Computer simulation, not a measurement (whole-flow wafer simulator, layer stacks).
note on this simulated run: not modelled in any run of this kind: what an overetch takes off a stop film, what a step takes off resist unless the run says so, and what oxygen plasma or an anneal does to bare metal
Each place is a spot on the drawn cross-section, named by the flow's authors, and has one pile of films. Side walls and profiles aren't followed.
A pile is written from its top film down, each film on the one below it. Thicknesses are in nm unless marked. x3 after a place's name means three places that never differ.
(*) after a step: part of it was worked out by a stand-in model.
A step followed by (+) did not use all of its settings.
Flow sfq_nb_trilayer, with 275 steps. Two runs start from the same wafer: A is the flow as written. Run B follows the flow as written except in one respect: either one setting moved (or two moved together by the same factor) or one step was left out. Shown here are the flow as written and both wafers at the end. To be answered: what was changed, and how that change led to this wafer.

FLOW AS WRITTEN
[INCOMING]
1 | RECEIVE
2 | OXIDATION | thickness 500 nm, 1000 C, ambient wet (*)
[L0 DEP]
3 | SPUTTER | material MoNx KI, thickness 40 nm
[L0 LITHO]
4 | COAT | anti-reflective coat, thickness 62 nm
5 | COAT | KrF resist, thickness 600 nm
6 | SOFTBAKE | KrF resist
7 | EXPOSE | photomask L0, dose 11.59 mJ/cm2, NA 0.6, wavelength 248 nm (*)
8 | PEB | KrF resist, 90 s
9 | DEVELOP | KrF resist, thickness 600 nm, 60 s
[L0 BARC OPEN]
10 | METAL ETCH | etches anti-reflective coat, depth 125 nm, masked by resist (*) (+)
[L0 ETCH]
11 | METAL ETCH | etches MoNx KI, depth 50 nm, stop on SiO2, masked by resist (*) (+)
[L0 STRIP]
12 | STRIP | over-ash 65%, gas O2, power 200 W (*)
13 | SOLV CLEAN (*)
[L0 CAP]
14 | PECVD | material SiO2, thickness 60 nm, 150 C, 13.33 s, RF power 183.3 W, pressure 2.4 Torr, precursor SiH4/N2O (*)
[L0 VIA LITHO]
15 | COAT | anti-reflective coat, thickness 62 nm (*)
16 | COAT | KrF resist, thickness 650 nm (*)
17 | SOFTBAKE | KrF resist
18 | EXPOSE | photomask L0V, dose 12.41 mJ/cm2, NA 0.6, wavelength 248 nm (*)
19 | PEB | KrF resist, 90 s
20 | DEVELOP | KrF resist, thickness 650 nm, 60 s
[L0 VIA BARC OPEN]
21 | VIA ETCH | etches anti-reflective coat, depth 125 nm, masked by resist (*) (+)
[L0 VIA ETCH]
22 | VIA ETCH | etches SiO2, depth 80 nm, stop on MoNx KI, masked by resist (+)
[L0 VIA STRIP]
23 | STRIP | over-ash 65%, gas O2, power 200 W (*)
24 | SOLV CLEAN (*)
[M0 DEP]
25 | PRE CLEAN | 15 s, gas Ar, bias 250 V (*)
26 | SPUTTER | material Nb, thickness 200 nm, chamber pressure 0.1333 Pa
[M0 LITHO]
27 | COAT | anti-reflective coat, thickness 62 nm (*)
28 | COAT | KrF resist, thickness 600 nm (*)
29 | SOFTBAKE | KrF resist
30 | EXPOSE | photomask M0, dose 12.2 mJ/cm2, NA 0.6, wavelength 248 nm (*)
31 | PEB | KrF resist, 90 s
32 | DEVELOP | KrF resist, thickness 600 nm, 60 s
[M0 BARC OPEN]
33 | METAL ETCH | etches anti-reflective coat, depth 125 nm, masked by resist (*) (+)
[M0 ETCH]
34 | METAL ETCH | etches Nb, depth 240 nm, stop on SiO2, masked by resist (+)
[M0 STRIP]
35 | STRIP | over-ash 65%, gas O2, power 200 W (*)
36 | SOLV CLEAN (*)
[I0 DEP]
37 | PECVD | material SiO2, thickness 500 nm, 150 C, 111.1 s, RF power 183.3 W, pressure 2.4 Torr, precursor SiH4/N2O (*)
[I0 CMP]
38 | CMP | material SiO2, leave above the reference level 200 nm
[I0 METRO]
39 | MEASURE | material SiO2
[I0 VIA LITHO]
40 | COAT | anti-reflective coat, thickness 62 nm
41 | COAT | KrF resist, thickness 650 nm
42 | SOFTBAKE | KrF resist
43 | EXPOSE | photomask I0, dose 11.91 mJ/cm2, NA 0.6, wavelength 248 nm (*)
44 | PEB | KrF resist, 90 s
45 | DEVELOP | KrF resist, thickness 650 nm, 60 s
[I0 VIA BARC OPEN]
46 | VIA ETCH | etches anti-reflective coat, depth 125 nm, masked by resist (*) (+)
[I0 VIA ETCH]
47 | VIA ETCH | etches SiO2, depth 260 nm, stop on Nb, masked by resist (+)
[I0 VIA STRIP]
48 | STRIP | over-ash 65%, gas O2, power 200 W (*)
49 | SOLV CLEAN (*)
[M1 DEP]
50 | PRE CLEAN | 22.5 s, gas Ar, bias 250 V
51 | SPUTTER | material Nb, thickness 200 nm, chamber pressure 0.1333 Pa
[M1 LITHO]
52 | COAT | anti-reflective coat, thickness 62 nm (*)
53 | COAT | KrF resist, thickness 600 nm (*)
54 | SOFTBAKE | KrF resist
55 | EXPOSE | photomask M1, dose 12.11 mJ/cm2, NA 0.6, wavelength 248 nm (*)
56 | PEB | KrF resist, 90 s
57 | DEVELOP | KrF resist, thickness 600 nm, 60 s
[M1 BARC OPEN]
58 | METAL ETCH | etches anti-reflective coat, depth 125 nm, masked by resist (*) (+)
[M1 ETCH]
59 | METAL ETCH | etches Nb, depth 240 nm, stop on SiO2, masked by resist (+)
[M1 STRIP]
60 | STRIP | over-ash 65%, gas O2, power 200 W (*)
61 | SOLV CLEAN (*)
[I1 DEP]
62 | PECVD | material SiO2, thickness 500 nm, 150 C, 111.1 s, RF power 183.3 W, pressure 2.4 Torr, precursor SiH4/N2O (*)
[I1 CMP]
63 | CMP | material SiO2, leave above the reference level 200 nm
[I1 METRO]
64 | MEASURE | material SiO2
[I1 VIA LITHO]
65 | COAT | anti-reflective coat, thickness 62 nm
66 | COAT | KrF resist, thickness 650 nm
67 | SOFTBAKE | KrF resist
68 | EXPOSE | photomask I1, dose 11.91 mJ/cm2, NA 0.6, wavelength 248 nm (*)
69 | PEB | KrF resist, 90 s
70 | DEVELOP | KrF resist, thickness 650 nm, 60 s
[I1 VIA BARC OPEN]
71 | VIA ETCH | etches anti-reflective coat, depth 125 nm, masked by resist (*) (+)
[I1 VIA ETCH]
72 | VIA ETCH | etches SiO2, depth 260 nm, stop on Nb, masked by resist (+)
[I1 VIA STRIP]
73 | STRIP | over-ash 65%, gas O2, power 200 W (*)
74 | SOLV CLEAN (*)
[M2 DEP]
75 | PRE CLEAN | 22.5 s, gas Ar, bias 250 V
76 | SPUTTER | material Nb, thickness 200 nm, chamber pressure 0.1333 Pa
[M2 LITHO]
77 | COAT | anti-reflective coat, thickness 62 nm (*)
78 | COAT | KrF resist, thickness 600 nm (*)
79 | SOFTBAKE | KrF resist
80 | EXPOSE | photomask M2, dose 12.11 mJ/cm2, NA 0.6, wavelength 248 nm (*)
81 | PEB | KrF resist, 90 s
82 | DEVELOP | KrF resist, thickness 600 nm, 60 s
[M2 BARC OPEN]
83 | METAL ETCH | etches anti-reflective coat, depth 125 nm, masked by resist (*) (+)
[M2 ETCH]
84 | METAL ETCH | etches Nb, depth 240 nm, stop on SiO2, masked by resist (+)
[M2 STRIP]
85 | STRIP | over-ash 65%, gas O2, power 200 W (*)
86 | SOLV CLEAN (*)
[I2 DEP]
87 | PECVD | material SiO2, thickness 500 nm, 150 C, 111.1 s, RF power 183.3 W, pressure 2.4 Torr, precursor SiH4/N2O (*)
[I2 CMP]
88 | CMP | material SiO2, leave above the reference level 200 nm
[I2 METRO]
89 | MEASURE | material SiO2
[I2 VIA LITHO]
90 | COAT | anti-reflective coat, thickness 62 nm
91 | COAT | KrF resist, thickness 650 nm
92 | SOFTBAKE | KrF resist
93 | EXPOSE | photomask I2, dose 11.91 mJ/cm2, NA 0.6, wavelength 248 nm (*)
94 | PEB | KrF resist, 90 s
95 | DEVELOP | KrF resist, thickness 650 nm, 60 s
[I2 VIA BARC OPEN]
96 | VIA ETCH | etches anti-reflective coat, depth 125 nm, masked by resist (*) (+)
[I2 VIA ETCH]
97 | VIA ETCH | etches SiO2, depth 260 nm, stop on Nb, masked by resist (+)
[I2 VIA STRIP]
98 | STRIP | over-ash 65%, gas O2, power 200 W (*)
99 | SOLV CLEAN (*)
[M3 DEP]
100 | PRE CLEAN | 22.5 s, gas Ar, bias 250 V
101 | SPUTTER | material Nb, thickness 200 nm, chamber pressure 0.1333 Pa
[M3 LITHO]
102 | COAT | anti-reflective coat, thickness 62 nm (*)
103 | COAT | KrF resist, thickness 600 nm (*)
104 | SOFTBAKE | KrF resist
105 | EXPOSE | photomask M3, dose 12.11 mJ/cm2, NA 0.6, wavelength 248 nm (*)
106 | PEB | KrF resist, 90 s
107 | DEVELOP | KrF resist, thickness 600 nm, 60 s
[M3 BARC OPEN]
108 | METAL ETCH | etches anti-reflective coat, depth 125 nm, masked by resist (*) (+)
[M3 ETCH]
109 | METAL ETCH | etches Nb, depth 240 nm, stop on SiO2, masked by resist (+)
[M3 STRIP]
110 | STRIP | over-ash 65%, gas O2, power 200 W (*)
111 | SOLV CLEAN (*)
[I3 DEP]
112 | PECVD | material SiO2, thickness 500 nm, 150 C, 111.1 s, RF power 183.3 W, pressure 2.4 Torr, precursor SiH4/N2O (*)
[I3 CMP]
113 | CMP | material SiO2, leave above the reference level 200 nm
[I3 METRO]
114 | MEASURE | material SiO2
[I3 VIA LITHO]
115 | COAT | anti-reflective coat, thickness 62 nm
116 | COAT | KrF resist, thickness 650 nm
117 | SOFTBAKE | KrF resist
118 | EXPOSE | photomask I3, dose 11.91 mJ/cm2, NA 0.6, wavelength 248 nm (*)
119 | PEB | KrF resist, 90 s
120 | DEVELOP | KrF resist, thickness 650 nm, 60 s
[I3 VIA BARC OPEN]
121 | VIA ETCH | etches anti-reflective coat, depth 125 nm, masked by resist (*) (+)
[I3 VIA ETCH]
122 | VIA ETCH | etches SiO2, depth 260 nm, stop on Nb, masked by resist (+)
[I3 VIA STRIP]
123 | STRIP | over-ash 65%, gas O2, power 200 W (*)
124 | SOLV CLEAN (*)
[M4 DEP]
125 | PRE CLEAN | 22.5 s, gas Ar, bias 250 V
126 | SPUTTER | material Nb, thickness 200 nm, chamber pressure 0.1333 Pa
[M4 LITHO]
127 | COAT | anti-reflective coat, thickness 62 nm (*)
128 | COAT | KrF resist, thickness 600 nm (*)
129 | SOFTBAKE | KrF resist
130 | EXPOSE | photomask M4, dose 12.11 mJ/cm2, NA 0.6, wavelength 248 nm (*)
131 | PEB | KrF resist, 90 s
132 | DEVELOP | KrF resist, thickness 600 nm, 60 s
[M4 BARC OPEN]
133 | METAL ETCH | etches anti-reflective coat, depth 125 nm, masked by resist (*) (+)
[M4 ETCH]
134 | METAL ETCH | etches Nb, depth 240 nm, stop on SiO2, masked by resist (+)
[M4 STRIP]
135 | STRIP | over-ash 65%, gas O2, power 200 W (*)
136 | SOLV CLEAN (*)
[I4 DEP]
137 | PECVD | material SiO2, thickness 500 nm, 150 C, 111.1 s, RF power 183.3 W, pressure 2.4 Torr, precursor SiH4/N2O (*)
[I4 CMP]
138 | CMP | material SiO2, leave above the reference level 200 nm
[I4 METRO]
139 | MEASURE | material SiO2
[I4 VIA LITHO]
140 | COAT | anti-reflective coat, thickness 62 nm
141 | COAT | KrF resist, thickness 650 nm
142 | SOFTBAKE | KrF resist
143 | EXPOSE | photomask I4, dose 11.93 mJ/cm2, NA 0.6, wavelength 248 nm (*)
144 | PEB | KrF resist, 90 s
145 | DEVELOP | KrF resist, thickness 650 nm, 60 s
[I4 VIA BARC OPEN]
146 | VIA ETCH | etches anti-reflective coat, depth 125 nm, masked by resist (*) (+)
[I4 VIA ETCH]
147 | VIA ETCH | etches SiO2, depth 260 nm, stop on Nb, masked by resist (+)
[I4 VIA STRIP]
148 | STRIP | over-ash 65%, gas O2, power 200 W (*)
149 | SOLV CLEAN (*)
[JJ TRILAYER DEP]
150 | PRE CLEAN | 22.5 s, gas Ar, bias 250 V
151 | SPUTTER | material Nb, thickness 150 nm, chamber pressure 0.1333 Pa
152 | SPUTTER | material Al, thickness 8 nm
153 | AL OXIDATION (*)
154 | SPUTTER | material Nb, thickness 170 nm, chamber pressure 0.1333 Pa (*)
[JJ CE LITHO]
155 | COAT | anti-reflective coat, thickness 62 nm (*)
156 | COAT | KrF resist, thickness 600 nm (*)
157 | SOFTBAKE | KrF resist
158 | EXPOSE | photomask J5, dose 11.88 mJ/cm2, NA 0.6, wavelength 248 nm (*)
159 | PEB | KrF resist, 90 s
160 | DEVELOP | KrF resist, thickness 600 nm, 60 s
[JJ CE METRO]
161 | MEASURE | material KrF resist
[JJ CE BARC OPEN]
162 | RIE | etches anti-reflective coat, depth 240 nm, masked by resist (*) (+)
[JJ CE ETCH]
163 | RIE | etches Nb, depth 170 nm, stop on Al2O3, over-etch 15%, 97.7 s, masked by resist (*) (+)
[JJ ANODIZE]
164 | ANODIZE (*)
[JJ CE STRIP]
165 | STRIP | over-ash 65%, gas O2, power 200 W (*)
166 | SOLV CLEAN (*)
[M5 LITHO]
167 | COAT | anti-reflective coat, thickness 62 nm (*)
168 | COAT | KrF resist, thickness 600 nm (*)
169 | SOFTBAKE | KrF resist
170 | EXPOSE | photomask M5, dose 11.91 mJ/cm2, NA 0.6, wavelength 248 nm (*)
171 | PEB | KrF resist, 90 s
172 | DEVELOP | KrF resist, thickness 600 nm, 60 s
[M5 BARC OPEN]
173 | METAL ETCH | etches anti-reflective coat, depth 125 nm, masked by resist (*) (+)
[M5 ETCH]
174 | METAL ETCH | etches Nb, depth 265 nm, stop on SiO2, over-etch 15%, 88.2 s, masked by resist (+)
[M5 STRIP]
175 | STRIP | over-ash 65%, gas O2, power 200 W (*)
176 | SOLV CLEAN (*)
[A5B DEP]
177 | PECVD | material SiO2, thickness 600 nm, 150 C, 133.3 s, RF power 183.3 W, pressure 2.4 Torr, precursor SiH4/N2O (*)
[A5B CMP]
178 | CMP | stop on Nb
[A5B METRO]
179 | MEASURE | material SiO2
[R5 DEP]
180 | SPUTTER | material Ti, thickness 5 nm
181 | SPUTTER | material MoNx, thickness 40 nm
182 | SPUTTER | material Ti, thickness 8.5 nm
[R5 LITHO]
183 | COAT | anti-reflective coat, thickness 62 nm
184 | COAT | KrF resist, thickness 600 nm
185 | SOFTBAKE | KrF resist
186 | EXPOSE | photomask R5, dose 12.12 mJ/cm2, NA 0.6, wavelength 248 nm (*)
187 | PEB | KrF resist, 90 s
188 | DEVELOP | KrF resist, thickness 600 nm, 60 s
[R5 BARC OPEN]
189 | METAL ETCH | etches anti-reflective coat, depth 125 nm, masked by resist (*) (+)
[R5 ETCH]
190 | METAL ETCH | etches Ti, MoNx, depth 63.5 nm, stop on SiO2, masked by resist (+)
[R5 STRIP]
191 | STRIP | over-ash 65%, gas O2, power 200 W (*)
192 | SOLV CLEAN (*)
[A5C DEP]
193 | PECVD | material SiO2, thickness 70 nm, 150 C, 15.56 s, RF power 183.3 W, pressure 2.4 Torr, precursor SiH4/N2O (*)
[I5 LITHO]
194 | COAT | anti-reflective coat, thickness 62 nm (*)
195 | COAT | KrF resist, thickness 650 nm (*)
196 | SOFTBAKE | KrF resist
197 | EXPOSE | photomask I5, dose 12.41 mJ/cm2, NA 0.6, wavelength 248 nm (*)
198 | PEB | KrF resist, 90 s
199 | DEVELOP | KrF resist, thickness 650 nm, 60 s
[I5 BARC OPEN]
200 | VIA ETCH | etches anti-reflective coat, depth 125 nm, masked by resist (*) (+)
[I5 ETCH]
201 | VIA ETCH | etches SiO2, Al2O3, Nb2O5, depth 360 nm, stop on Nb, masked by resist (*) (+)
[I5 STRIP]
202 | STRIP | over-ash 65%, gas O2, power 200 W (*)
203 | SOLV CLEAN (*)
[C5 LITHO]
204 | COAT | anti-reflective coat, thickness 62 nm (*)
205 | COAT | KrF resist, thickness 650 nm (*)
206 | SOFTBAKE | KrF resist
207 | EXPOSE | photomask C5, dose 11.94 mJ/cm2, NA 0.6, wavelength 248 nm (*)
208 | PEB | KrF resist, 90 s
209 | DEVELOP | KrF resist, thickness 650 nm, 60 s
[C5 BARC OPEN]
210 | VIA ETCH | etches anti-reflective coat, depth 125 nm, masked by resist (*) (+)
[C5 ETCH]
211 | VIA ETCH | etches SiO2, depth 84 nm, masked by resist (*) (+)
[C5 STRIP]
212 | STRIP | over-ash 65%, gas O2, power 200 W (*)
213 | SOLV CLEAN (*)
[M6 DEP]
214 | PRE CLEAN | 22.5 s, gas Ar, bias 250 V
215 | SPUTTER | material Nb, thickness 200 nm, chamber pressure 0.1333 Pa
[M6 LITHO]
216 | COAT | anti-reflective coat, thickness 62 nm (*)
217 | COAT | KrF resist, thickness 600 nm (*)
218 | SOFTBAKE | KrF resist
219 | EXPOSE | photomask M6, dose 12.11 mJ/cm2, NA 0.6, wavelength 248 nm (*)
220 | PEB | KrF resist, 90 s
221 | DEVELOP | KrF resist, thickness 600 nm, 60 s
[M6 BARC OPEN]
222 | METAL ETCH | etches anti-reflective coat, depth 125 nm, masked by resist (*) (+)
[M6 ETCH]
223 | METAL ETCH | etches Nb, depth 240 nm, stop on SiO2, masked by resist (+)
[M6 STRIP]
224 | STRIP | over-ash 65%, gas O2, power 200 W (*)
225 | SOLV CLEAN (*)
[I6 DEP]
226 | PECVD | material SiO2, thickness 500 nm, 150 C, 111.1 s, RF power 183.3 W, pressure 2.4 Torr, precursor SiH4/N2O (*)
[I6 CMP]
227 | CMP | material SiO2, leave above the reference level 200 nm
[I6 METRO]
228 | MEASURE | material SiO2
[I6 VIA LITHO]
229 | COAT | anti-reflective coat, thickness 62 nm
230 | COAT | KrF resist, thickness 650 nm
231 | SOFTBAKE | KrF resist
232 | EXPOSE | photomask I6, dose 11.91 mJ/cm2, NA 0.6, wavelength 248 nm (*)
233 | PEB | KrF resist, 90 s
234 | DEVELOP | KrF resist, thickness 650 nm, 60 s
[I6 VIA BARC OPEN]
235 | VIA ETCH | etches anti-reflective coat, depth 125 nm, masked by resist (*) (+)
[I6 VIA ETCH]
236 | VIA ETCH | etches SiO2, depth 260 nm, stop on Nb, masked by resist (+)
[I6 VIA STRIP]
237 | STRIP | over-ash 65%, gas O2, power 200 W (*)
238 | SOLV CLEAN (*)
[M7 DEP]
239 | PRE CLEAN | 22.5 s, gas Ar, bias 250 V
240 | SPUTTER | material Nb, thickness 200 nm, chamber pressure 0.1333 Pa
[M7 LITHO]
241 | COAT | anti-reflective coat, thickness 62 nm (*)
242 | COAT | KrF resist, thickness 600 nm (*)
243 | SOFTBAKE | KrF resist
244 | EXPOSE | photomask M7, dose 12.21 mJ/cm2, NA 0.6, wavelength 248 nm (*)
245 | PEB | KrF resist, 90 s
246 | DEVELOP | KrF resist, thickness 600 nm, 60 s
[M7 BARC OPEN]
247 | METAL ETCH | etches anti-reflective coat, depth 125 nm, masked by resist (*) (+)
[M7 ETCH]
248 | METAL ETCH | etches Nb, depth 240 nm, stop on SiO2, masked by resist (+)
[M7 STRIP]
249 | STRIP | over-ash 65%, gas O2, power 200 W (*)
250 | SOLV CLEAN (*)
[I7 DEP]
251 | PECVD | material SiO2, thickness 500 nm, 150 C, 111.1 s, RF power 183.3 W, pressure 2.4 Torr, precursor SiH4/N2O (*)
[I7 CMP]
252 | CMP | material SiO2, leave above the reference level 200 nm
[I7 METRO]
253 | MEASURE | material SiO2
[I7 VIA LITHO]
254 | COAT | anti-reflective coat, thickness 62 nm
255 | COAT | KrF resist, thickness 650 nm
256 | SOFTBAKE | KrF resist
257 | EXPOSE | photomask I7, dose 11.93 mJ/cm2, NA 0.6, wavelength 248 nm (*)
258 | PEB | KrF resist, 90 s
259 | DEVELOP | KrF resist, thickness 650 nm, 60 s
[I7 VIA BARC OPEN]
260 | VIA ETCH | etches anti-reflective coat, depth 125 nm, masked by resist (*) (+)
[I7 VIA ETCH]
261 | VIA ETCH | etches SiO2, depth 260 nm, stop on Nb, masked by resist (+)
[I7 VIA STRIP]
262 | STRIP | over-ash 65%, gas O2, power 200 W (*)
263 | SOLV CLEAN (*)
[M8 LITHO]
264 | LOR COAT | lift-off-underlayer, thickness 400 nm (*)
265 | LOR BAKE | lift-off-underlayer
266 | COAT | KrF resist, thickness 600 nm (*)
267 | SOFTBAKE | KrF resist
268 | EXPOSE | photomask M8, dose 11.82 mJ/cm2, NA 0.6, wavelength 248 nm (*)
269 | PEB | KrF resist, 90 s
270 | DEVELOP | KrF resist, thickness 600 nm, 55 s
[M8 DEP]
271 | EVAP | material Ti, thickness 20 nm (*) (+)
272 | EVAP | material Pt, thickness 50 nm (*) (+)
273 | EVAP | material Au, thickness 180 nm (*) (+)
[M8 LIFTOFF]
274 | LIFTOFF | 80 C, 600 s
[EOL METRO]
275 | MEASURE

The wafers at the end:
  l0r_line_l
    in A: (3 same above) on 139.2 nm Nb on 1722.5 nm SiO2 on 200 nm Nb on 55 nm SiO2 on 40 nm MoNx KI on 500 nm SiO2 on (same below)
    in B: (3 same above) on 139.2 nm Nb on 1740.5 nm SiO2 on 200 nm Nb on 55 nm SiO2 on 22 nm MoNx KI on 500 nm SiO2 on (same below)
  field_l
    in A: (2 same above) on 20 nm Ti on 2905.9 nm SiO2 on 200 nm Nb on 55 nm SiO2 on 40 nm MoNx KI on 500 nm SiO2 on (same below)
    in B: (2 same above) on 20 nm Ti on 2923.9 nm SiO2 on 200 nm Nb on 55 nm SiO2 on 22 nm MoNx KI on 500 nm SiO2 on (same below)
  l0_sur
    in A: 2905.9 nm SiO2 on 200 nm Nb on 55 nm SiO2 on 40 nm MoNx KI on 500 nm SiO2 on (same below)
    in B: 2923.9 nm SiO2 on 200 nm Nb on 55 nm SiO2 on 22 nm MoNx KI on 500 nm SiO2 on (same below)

The reason: step 3, SPUTTER: thickness 22 nm was run, while the flow as written has thickness 40 nm.
One can read it off the wafer: l0r_line_l has MoNx KI 22, and step 3 as written asks for 40 nm.

The path from the change to this, step by step:
  3 | SPUTTER | material MoNx KI, thickness 40 nm
      field_l, v_sur, via_wl and 103 more: A MoNx KI gains 40 (new film) | B MoNx KI gains 22 (new film)
  11 | METAL ETCH | etches MoNx KI, depth 50 nm, stop on SiO2, masked by resist (*) (+)
      v_sur, via_wl, via_w and 97 more: A MoNx KI loses 40 (all of it) | B MoNx KI loses 22 (all of it)
      field_l, l0_sur, l0v, l0r_line_l, l0r_line_c, l0r_line_r: A KrF resist loses 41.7 | B KrF resist loses 27.5
  12 | STRIP | over-ash 65%, gas O2, power 200 W (*)
      field_l, l0_sur, l0v, l0r_line_l, l0r_line_c, l0r_line_r: A KrF resist loses 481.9 (all of it), anti-reflective coat loses 62 (all of it) | B KrF resist loses 496.1 (all of it), anti-reflective coat loses 62 (all of it)
  15 | COAT | anti-reflective coat, thickness 62 nm (*)
      field_l: A anti-reflective coat gains 56.7 (new film) | B anti-reflective coat gains 58.9 (new film)
      v_sur: A anti-reflective coat gains 72.2 (new film) | B anti-reflective coat gains 67.6 (new film)
      (as well as at 3 more places)
  23 | STRIP | over-ash 65%, gas O2, power 200 W (*)
      field_l: A KrF resist loses 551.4 (all of it), anti-reflective coat loses 56.7 (all of it) | B KrF resist loses 555.2 (all of it), anti-reflective coat loses 58.9 (all of it)
      v_sur: A KrF resist loses 570.5 (all of it), anti-reflective coat loses 72.2 (all of it) | B KrF resist loses 565.5 (all of it), anti-reflective coat loses 67.6 (all of it)
      (as well as at 3 more places)
  27 | COAT | anti-reflective coat, thickness 62 nm (*)
      field_l: A anti-reflective coat gains 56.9 (new film) | B anti-reflective coat gains 59 (new film)
      v_sur: A anti-reflective coat gains 72.3 (new film) | B anti-reflective coat gains 67.6 (new film)
      (as well as at 4 more places)
  35 | STRIP | over-ash 65%, gas O2, power 200 W (*)
      field_l: A KrF resist loses 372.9 (all of it), anti-reflective coat loses 56.9 (all of it) | B KrF resist loses 377.1 (all of it), anti-reflective coat loses 59 (all of it)
      v_sur: A KrF resist loses 391.6 (all of it), anti-reflective coat loses 72.3 (all of it) | B KrF resist loses 387.3 (all of it), anti-reflective coat loses 67.6 (all of it)
      (as well as at 4 more places)
  38 | CMP | material SiO2, leave above the reference level 200 nm
      field_l, l0_sur, l0r_line_l, l0r_line_c, l0r_line_r: A SiO2 loses 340 | B SiO2 loses 322
      l0v: A SiO2 loses 277.8 | B SiO2 loses 259.8
